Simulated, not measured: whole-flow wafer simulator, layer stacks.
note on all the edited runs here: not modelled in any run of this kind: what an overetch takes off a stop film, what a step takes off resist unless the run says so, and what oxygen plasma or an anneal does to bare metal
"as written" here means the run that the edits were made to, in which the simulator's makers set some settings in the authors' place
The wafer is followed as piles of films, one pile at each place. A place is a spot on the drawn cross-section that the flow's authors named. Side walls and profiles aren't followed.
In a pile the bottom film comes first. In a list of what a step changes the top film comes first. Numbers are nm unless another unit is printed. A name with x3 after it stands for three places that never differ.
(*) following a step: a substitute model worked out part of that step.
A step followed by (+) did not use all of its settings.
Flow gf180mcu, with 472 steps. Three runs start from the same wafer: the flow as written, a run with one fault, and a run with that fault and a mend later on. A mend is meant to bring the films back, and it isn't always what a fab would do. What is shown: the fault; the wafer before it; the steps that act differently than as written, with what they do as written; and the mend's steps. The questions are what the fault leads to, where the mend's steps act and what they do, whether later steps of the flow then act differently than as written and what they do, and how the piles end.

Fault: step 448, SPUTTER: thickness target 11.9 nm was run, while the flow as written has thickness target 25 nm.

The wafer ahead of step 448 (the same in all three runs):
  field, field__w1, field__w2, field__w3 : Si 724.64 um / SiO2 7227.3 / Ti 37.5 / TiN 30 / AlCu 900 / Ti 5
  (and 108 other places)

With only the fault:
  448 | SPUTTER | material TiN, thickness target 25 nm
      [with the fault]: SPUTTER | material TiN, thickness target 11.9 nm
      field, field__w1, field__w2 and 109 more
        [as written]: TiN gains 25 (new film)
        [with the fault]: TiN gains 11.9 (new film)
  Later steps of the flow acting differently than as written (4 more steps, not shown, differ only slightly: by at most 2% or 0.5 nm, whichever is larger):
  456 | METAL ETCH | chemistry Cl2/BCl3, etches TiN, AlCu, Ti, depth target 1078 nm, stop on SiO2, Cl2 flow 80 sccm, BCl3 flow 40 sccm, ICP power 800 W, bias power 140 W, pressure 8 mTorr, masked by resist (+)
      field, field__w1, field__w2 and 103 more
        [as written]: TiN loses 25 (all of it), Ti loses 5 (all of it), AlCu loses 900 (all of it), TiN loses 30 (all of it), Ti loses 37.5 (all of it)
        [with the fault]: TiN loses 11.9 (all of it), Ti loses 5 (all of it), AlCu loses 900 (all of it), TiN loses 30 (all of it), Ti loses 37.5 (all of it)
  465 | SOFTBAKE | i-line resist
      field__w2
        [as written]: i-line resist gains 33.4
        [with the fault]: i-line resist gains 32.7
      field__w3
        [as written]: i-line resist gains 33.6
        [with the fault]: i-line resist gains 32.9
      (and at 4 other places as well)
  The piles end different from the flow's at field__w8, contact, m1, m1__w1, pad, m1_nw by more than 2% or 0.5 nm, whichever is larger.
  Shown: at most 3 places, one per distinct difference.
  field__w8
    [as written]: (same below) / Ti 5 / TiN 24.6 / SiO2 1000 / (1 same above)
    [with the fault]: (same below) / Ti 5 / TiN 11.5 / SiO2 1000 / (1 same above)
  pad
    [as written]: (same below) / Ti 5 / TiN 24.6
    [with the fault]: (same below) / Ti 5 / TiN 11.5

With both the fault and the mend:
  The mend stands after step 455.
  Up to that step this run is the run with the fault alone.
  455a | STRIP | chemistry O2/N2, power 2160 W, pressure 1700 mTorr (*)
      field__w8, contact, m1, m1__w1, pad, m1_nw
        resist loses 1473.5 (all of it)
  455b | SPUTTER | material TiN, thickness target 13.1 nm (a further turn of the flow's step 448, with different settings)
      field, field__w1, field__w2 and 109 more
        TiN gains 13.1
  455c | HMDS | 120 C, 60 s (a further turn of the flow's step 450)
      does not change any film at any place that is followed
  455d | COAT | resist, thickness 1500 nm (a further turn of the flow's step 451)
      field, field__w1, field__w2 and 109 more
        resist gains 1500 (new film)
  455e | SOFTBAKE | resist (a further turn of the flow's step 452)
      does not change any film at any place that is followed
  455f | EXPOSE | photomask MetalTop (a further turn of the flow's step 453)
      does not change any film at any place that is followed
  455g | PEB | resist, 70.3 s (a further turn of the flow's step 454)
      field, field__w1, field__w2 and 109 more
        resist loses 26.5
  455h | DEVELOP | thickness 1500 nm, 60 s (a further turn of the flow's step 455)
      field, field__w1, field__w2 and 103 more
        resist loses 1473.5 (all of it)
  Later steps of the flow that are run all act as written at every place that is followed.
  By the end, the piles equal the flow's at every place that both follow.
